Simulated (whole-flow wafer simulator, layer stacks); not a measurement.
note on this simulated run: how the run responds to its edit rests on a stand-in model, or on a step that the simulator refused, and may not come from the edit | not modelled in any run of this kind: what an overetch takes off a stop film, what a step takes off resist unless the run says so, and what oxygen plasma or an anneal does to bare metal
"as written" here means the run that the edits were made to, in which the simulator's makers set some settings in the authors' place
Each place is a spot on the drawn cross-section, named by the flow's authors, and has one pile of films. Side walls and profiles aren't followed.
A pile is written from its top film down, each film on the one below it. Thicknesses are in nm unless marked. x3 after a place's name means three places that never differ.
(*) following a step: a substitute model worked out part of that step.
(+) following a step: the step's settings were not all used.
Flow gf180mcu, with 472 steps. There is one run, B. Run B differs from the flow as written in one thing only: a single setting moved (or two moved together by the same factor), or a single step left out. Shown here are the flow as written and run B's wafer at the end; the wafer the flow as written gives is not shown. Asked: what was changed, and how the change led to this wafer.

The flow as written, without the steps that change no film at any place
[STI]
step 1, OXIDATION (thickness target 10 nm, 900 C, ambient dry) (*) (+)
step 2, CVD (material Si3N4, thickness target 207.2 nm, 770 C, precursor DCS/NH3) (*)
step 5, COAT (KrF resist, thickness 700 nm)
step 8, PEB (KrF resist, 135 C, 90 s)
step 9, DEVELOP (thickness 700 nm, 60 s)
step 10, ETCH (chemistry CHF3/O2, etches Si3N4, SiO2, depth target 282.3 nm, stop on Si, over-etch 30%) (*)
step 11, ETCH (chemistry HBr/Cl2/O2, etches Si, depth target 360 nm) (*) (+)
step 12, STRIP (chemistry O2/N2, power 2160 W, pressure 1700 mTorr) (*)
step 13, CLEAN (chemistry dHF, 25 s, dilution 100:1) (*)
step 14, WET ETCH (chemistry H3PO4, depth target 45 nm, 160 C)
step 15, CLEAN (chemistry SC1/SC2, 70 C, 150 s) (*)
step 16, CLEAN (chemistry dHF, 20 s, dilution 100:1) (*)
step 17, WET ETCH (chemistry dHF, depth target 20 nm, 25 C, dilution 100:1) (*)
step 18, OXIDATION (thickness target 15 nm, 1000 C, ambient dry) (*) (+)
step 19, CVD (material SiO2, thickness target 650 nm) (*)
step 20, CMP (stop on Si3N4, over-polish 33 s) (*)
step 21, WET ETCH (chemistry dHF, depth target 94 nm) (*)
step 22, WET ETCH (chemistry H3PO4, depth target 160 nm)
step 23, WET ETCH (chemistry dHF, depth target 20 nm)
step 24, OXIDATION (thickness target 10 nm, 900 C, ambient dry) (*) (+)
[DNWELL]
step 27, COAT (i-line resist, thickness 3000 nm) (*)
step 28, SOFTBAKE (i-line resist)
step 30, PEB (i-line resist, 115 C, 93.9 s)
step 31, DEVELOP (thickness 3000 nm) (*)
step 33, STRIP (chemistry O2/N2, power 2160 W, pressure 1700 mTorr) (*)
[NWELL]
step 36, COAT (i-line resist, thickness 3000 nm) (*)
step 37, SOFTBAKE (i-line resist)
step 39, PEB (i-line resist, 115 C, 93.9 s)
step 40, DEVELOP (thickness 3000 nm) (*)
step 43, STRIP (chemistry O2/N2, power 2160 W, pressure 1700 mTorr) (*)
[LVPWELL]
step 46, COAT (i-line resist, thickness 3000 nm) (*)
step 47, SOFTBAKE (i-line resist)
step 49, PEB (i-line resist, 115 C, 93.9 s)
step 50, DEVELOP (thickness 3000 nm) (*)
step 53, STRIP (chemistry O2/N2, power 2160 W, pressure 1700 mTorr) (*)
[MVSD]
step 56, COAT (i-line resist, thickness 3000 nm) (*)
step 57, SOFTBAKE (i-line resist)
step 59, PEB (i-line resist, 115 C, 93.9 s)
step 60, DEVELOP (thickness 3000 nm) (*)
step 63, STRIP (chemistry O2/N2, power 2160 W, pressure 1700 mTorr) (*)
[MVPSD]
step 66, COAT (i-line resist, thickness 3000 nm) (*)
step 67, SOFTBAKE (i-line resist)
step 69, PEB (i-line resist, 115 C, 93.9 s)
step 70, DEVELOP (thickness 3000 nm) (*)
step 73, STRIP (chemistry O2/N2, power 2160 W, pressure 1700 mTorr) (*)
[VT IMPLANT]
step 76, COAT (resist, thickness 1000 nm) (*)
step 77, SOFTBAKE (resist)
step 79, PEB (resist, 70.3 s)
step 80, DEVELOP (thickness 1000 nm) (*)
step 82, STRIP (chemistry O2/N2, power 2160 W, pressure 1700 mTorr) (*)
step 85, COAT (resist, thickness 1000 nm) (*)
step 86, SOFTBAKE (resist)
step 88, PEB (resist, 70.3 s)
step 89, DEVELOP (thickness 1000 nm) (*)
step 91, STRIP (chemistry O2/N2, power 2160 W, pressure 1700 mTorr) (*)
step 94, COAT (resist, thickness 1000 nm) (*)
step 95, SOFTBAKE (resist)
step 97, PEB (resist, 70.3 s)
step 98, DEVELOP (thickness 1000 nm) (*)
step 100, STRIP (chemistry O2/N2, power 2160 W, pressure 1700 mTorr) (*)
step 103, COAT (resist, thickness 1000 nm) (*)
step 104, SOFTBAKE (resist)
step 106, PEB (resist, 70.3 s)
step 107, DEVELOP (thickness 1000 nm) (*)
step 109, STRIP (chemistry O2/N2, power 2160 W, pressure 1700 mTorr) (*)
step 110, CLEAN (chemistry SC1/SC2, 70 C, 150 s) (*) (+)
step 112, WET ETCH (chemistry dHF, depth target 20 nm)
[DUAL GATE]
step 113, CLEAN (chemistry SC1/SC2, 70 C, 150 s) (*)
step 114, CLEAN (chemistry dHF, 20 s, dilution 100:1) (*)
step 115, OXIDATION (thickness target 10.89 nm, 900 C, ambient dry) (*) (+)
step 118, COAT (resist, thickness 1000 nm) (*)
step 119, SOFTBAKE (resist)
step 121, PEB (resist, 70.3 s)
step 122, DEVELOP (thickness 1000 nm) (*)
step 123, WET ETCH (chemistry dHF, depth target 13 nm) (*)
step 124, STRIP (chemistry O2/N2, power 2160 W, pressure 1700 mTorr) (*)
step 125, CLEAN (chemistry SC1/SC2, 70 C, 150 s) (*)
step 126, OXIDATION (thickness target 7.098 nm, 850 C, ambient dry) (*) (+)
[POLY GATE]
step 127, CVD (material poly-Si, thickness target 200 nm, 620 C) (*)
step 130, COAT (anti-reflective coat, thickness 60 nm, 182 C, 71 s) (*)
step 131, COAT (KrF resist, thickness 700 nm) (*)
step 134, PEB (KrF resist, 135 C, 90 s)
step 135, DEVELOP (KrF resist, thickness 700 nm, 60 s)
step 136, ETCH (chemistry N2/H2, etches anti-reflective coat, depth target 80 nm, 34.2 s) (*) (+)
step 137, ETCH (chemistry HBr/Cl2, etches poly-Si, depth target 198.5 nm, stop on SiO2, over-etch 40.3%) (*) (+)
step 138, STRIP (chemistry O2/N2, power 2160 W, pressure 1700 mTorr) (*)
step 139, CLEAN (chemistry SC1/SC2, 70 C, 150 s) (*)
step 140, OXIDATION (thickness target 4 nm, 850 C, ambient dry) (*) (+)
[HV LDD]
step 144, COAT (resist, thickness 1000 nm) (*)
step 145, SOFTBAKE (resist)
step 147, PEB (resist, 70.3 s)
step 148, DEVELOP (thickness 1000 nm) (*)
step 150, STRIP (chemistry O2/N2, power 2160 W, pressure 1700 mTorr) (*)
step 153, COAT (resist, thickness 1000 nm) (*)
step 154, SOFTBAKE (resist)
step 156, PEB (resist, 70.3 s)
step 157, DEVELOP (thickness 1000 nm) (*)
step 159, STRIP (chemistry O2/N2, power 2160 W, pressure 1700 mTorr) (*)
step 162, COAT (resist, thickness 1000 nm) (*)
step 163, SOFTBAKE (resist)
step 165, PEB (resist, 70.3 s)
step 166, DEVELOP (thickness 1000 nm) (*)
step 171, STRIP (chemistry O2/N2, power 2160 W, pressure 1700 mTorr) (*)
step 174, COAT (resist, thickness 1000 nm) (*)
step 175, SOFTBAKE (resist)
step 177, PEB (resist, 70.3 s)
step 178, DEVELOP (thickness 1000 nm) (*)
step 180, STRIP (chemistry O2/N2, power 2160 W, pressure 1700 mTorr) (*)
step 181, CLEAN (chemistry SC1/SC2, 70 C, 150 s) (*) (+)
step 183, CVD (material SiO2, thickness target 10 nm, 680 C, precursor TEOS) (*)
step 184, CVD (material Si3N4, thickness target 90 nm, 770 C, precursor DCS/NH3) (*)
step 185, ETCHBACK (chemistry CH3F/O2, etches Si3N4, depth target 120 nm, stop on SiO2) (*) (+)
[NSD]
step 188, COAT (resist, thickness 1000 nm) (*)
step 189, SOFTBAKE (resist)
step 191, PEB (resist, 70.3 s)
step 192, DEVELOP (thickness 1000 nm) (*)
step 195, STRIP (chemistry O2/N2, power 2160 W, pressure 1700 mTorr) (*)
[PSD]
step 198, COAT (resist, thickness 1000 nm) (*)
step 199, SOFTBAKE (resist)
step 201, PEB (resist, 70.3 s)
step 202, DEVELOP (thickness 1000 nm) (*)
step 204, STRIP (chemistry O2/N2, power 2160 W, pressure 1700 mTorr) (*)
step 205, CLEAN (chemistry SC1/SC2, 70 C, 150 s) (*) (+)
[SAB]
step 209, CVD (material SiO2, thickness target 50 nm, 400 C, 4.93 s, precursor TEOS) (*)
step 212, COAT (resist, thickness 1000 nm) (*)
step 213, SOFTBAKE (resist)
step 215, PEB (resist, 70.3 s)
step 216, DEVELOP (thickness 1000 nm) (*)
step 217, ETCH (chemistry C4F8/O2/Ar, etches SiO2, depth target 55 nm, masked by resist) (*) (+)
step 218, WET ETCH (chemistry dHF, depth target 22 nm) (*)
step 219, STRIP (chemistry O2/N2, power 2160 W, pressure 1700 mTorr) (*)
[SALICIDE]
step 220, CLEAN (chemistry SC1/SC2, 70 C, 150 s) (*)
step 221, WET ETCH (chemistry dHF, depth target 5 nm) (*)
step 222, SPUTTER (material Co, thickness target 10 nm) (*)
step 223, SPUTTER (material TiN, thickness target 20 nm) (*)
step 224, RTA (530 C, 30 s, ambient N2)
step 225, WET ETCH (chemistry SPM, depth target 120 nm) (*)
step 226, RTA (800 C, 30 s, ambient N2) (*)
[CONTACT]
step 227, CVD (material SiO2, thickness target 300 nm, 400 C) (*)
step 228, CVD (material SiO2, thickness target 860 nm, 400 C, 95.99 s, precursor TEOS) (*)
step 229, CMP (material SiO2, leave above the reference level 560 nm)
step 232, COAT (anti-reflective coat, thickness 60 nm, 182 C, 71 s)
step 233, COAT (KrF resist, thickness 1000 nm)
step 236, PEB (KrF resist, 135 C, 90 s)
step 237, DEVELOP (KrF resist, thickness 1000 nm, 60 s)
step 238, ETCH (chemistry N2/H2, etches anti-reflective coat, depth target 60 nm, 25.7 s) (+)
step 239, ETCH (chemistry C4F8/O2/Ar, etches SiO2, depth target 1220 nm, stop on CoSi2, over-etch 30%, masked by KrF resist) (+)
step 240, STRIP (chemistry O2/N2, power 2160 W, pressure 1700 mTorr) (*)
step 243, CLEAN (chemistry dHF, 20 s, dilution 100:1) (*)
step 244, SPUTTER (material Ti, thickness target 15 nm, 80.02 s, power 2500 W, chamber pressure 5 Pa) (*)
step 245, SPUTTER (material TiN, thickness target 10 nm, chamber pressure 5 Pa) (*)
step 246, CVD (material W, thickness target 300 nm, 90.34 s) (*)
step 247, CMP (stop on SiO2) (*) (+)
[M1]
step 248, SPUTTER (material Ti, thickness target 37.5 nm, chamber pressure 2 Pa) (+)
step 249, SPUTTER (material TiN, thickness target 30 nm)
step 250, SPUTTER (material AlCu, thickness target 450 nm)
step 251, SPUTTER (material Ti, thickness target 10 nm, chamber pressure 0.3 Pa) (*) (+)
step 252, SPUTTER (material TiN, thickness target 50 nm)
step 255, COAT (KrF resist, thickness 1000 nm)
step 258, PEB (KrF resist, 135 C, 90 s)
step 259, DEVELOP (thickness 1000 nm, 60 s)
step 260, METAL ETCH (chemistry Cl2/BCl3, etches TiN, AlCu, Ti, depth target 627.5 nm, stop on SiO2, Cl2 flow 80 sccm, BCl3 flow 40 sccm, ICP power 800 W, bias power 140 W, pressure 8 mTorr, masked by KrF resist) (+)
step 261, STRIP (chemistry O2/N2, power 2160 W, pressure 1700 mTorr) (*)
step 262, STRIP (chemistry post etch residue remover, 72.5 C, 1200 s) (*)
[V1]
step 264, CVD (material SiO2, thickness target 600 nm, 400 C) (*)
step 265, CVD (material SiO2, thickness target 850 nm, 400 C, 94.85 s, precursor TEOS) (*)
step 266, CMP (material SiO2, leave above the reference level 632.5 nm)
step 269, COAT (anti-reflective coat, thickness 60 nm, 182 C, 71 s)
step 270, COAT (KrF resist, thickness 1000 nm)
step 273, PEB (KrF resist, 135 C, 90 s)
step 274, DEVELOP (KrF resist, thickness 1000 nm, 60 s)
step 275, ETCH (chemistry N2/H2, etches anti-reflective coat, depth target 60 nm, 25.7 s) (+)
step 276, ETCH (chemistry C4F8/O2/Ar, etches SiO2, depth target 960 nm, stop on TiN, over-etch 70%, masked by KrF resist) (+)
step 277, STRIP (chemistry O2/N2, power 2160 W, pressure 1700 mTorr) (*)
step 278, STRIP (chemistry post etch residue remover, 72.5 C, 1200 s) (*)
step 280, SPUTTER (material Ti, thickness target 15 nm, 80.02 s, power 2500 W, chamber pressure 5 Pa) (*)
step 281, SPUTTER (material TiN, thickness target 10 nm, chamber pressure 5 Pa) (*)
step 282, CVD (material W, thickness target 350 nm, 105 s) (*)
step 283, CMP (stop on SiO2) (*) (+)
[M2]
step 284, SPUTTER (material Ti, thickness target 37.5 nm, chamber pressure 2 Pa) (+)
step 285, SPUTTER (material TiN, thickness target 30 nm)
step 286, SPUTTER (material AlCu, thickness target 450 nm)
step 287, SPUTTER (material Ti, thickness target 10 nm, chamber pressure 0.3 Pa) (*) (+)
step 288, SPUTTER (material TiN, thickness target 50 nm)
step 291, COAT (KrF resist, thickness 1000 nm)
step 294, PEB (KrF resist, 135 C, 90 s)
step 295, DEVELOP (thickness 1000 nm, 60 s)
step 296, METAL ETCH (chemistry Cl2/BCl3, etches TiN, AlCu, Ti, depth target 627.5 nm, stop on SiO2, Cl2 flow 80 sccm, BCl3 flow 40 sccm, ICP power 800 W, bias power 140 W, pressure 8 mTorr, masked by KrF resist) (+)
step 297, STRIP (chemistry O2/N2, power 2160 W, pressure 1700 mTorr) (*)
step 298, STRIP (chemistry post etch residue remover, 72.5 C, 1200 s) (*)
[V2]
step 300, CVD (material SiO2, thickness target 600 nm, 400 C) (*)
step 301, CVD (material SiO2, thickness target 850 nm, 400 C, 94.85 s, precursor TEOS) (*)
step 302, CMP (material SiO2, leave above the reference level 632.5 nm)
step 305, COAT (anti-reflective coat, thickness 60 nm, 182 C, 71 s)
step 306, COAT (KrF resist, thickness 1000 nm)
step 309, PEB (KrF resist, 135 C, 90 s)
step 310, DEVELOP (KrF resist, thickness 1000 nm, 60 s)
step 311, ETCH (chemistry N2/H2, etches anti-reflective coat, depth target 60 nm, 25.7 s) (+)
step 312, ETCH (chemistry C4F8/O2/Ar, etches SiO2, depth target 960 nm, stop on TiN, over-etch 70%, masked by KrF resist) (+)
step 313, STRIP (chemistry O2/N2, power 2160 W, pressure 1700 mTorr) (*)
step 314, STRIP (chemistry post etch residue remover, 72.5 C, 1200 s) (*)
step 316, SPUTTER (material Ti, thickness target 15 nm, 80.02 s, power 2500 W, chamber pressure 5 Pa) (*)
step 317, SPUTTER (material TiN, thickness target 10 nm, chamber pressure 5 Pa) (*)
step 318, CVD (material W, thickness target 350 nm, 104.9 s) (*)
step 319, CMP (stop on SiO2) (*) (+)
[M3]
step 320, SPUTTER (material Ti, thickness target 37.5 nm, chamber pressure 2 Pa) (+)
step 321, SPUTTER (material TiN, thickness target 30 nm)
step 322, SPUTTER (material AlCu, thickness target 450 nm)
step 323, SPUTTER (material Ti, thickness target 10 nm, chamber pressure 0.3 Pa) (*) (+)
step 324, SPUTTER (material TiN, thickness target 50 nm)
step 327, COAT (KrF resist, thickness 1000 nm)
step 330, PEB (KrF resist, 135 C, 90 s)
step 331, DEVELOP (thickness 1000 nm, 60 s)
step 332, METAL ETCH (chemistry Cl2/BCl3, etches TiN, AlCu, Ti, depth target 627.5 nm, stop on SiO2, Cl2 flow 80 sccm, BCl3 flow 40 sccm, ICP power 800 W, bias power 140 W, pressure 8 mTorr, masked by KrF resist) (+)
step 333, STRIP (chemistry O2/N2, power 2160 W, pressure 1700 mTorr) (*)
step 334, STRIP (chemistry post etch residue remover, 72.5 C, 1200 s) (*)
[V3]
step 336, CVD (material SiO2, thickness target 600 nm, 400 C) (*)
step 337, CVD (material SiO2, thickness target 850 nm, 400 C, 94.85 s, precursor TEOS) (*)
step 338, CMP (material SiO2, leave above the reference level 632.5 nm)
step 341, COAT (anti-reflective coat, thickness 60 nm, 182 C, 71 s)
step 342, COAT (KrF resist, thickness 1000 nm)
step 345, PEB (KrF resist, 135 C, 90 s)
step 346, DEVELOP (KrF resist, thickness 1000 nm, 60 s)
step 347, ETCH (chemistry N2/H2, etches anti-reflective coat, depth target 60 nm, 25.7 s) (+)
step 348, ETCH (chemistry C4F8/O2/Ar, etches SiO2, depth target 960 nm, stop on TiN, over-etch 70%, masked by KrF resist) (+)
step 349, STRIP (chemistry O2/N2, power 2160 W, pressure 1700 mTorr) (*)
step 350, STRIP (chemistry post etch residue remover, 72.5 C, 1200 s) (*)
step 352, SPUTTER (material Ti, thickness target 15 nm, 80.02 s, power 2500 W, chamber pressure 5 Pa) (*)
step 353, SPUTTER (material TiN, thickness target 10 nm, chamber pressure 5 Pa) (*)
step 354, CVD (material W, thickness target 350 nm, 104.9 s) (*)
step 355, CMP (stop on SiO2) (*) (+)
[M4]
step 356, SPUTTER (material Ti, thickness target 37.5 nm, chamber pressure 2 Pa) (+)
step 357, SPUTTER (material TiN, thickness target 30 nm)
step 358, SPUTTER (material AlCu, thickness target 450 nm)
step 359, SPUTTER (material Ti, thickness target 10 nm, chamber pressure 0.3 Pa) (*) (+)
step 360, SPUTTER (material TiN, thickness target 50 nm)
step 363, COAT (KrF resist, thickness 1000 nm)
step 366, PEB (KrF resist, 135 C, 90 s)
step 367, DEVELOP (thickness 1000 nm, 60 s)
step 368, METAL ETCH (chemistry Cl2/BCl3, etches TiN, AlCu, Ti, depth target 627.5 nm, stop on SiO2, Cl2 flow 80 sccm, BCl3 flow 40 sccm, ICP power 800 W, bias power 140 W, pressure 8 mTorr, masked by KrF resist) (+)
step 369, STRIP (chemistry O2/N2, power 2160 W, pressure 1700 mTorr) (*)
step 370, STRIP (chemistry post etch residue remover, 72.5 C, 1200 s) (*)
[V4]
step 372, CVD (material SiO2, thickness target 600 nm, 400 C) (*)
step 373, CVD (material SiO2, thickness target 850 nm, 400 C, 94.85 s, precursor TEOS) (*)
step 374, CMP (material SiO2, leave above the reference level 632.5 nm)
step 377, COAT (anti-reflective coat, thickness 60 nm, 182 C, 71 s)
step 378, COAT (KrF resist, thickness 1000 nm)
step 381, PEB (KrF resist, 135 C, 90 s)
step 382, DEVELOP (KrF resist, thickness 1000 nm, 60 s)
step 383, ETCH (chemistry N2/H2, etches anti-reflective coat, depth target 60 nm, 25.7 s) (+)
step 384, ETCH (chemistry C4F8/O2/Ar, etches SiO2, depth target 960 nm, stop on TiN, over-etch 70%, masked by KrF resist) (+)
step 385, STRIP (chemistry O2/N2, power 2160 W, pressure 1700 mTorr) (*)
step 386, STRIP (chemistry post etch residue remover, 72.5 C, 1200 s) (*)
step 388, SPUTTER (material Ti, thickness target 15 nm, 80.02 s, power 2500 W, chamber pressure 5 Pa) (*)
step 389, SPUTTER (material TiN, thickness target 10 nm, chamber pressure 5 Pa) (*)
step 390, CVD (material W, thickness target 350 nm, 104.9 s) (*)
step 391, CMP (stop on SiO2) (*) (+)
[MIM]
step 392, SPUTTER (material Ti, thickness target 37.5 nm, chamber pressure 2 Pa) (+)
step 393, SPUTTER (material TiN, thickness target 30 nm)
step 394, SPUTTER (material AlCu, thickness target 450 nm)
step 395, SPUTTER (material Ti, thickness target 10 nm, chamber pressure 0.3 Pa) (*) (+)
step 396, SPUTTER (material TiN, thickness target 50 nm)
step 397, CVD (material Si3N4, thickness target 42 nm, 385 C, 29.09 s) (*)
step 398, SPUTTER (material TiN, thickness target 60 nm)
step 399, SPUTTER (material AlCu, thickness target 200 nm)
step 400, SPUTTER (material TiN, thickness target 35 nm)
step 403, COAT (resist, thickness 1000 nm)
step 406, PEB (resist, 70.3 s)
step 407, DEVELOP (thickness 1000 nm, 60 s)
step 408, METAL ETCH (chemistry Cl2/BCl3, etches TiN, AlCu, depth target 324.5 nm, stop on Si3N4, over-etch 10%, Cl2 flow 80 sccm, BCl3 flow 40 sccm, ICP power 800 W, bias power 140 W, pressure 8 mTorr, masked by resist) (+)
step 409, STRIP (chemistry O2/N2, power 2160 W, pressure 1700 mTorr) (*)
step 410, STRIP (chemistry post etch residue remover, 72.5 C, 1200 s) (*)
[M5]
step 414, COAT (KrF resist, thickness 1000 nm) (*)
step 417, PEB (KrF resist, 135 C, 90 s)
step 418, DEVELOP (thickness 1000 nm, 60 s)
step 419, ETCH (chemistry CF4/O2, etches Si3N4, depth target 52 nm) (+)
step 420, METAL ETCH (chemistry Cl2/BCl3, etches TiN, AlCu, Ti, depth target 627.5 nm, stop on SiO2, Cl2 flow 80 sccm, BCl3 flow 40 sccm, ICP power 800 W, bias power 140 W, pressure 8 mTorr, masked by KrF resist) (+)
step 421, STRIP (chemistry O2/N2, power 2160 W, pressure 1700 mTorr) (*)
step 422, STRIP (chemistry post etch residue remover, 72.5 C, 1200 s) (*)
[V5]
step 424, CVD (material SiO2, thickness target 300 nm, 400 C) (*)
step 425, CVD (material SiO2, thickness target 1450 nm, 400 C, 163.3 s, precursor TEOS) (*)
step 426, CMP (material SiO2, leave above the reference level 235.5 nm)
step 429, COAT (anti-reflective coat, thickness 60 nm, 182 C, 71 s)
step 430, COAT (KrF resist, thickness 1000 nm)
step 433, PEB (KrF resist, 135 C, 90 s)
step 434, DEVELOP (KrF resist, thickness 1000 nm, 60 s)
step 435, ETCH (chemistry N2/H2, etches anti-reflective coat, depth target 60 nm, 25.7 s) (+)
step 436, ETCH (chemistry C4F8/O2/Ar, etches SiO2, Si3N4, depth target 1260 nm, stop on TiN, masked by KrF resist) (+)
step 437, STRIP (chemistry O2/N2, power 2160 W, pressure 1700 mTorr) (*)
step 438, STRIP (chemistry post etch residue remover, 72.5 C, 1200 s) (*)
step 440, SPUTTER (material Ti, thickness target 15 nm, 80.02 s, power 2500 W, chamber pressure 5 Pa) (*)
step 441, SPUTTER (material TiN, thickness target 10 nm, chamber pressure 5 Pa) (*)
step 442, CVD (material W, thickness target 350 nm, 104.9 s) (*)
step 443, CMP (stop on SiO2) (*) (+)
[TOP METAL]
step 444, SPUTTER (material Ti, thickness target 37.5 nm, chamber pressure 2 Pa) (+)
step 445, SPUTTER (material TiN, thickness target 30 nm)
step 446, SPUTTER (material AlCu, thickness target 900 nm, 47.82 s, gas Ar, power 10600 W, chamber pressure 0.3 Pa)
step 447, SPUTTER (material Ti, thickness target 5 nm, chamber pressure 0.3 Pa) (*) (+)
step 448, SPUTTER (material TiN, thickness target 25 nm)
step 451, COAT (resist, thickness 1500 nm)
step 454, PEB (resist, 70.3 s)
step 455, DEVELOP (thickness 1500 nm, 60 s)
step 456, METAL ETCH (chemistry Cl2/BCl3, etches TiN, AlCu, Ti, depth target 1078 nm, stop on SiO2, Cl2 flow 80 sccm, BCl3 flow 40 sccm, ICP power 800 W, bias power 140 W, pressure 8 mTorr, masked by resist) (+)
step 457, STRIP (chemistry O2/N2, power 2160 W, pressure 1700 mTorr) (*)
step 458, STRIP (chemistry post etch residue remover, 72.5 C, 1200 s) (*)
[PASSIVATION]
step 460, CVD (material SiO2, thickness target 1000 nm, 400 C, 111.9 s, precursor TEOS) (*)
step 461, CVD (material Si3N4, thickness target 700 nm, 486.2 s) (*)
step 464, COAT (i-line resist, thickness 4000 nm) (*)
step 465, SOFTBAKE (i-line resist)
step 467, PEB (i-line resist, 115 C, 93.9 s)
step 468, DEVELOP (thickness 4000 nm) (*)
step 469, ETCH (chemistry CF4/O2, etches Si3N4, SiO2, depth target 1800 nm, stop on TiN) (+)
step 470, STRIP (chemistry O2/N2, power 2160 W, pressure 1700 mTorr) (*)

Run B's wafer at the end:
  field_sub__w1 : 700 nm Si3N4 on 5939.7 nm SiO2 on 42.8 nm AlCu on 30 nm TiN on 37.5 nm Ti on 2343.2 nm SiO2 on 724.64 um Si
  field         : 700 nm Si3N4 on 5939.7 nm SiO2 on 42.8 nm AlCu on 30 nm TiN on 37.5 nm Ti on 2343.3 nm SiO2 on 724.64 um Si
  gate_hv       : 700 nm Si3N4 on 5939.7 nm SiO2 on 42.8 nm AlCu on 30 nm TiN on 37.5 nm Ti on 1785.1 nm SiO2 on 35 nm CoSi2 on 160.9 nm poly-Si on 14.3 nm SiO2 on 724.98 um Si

The reason: step 286, SPUTTER: thickness target 616 nm was run, though the flow has thickness target 450 nm.

How this came from the change, step by step:
  step 286, SPUTTER (material AlCu, thickness target 450 nm)
      field, field__w1, field__w2 and 108 more: +616 AlCu (new film) (as written it would have been: +450 AlCu (new film))
  step 296, METAL ETCH (chemistry Cl2/BCl3, etches TiN, AlCu, Ti, depth target 627.5 nm, stop on SiO2, Cl2 flow 80 sccm, BCl3 flow 40 sccm, ICP power 800 W, bias power 140 W, pressure 8 mTorr, masked by KrF resist) (+)
      field, field__w1, field__w2 and 103 more: -50 TiN (all of it), -10 Ti (all of it), -567.5 AlCu (as written it would have been: -50 TiN (all of it), -10 Ti (all of it), -450 AlCu (all of it), -30 TiN (all of it), -37.5 Ti (all of it))
  step 298, STRIP (chemistry post etch residue remover, 72.5 C, 1200 s) (*)
      field, field__w1, field__w2 and 103 more: -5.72 AlCu (as written it would have been: nothing)
  step 300, CVD (material SiO2, thickness target 600 nm, 400 C) (*)
      field, field__w1, field__w2 and 103 more: +600 SiO2 (new film) (as written it would have been: +600 SiO2)
  step 302, CMP (material SiO2, leave above the reference level 632.5 nm)
      field, field__w1, field__w2 and 103 more: -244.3 SiO2 (as written it would have been: -300 SiO2)
If metal films that touch count as one body, field_sub__w1 has 1 body; the flow as written gives 0 bodies.
If metal films that touch count as one body, field has 1 body; the flow as written gives 0 bodies.
If metal films that touch count as one body, gate_hv has 2 bodies (between them, from the top down: SiO2 1785.1); the flow as written gives 1 body.
